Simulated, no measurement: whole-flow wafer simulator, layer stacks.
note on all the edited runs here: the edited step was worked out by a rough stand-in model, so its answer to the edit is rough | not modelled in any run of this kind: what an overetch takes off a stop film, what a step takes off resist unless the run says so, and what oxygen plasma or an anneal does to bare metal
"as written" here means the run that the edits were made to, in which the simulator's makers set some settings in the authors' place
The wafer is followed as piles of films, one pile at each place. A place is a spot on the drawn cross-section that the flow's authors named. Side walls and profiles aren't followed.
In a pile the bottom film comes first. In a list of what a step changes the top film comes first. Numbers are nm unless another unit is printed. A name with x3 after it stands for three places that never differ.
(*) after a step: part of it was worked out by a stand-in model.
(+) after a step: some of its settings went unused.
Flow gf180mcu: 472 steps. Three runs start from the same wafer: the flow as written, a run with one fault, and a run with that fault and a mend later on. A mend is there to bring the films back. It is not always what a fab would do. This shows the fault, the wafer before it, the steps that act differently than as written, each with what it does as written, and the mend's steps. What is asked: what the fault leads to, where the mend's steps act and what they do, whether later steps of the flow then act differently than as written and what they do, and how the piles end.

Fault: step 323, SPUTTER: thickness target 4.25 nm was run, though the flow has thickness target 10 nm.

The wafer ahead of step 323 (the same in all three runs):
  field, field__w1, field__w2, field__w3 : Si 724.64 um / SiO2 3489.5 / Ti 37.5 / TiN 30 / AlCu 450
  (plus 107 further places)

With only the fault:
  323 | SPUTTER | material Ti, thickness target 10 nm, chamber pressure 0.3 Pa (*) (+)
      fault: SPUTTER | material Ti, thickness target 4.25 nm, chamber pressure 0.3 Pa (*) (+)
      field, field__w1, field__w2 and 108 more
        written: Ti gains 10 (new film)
        fault: Ti gains 4.25 (new film)
  Steps later in the flow that act otherwise than as written (5 more steps, not shown, differ only slightly: by at most 2% or 0.5 nm, whichever is larger):
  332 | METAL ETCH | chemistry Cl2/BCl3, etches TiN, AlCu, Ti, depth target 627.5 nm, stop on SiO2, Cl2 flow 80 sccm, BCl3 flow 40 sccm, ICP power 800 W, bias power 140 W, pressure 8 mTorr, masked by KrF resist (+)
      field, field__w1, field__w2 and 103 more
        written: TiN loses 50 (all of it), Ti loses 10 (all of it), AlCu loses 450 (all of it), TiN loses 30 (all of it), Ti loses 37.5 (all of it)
        fault: TiN loses 50 (all of it), Ti loses 4.25 (all of it), AlCu loses 450 (all of it), TiN loses 30 (all of it), Ti loses 37.5 (all of it)
  The piles end different from the flow's at field__w8, contact, m1, m1__w1, m1_nw by more than 2% or 0.5 nm, whichever is larger.
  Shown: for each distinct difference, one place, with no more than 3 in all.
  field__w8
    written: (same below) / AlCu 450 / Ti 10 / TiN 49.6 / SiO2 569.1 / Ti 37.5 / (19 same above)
    fault: (same below) / AlCu 450 / Ti 4.25 / TiN 49.6 / SiO2 574.9 / Ti 37.5 / (19 same above)
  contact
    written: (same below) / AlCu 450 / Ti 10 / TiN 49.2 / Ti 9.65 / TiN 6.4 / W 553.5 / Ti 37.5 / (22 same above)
    fault: (same below) / AlCu 450 / Ti 4.25 / TiN 49.2 / Ti 9.62 / TiN 6.38 / W 559.3 / Ti 37.5 / (22 same above)

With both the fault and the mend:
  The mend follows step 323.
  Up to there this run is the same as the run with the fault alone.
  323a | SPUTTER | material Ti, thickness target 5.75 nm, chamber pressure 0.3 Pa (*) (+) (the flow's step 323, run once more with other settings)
      field, field__w1, field__w2 and 108 more
        Ti gains 5.75
  None of the later steps of the flow acts differently than as written at any place that is followed.
  At every place that both follow, the piles at the end match the flow's.
